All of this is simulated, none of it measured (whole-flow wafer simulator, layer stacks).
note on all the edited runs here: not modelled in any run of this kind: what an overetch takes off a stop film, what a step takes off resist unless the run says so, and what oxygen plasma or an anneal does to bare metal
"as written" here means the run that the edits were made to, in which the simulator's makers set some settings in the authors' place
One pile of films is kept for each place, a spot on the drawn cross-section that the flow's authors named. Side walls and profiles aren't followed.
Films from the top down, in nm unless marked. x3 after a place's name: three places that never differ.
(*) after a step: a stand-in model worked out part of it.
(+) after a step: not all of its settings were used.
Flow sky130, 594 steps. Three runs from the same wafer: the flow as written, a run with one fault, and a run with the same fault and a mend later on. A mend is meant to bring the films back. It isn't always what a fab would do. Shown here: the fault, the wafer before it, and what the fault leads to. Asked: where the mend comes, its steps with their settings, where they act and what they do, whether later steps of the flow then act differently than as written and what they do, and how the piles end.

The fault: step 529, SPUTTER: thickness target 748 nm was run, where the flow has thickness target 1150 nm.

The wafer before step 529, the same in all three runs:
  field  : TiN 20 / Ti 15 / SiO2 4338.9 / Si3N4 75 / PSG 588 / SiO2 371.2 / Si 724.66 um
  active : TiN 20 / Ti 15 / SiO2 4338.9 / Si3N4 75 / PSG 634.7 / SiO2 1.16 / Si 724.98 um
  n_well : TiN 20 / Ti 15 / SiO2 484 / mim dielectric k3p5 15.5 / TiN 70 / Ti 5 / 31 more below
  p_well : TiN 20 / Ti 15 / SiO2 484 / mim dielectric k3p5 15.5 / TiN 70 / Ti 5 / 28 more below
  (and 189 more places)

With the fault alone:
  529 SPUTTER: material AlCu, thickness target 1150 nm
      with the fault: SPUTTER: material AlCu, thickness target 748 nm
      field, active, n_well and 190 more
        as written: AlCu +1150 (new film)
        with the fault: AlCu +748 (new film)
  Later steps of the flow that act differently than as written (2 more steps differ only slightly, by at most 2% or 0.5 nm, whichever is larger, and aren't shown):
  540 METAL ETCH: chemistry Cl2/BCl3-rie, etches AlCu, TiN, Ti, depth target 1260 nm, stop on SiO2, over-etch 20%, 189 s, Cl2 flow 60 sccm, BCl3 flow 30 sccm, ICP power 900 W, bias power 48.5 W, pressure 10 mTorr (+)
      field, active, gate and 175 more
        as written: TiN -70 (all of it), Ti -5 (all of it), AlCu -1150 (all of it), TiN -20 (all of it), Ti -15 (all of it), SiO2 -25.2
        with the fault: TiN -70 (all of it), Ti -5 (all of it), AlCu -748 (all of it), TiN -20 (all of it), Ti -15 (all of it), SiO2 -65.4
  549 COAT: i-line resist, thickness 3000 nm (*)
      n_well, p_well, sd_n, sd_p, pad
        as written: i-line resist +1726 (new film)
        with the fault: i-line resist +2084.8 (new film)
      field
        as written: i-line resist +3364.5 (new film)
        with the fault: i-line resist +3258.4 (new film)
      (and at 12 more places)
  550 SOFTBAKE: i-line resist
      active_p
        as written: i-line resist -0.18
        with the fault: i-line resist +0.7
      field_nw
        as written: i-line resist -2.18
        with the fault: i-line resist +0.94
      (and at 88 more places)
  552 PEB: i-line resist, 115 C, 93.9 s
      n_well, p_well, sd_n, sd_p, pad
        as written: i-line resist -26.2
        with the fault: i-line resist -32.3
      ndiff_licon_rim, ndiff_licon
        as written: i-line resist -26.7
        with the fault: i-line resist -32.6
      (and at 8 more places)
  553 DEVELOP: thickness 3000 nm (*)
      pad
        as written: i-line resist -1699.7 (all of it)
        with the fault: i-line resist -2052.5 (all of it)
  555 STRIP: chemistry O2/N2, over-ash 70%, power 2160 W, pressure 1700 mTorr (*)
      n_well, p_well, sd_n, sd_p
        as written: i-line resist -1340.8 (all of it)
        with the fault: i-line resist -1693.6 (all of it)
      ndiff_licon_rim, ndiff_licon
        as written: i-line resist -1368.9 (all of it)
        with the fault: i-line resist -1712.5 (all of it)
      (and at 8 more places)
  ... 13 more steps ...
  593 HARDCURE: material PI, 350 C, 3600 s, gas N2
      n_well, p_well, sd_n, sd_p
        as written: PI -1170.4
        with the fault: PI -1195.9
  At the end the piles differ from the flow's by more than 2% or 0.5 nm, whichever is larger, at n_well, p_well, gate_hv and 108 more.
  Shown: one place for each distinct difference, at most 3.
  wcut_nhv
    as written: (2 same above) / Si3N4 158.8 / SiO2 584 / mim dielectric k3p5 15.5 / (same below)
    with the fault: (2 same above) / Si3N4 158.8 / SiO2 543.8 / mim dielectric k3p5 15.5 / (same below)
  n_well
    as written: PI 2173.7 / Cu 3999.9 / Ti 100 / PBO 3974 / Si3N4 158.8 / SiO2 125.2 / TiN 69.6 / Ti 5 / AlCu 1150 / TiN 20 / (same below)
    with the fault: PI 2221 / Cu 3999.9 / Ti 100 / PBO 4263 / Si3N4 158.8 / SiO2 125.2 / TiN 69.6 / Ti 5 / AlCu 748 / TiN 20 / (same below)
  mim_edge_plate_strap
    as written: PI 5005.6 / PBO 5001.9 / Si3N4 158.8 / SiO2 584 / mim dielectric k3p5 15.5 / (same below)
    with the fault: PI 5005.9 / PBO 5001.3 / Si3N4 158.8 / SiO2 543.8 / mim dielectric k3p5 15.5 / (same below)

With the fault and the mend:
  The mend comes after step 529.
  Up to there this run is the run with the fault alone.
  529a SPUTTER: material AlCu, thickness target 402 nm (the flow's step 529 once more, with other settings)
      field, active, n_well and 190 more
        AlCu +402
  No later step of the flow acts differently than as written at any place that is followed.
  At the end the piles are the same as the flow's at every place that both follow.
